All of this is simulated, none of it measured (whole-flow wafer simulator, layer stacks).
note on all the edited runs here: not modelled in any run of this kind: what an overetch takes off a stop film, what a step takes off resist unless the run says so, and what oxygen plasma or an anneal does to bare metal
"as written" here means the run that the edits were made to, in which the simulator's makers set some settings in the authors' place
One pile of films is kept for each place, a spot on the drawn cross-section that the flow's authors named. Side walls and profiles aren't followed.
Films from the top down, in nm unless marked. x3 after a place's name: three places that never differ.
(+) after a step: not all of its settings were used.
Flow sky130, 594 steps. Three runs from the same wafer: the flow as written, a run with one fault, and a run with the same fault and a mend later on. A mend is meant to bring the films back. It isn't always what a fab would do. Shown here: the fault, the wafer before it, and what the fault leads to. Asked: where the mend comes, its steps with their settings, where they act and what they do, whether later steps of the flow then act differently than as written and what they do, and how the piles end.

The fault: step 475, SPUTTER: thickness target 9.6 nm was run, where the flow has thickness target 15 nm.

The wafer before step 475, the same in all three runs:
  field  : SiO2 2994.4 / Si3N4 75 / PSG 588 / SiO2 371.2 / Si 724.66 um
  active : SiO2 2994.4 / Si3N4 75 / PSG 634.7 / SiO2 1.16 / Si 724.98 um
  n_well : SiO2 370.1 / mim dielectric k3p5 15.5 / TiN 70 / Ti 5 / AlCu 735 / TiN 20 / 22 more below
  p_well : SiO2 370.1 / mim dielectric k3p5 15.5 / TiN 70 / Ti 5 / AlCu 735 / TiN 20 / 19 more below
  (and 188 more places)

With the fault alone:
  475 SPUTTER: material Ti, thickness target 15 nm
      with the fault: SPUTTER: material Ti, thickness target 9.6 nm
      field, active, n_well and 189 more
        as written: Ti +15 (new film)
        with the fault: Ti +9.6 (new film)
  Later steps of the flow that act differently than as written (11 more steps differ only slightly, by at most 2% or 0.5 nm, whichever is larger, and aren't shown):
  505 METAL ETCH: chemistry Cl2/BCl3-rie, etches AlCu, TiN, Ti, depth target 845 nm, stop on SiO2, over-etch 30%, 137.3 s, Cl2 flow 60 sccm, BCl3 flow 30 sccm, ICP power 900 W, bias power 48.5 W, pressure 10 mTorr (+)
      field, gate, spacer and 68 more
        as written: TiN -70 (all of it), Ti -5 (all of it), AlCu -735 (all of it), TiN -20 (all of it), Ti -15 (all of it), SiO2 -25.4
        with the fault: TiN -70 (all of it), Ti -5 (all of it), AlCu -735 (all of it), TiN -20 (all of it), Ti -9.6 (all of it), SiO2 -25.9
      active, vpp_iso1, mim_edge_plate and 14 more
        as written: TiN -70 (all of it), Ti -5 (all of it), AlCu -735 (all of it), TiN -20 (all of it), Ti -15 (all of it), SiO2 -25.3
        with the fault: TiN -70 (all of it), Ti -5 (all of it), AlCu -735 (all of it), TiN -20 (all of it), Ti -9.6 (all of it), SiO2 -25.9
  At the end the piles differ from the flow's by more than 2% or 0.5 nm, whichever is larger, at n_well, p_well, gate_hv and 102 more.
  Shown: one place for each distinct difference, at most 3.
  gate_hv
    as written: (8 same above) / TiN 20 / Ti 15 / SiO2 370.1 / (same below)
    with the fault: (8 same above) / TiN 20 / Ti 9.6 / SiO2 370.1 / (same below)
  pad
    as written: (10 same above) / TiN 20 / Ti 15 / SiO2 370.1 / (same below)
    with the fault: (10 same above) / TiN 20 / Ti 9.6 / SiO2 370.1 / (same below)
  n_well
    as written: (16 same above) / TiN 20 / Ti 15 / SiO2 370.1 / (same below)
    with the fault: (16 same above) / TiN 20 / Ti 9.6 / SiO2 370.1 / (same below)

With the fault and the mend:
  The mend comes after step 475.
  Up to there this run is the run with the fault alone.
  475a SPUTTER: material Ti, thickness target 5.4 nm (the flow's step 475 once more, with other settings)
      field, active, n_well and 189 more
        Ti +5.4
  No later step of the flow acts differently than as written at any place that is followed.
  At the end the piles are the same as the flow's at every place that both follow.
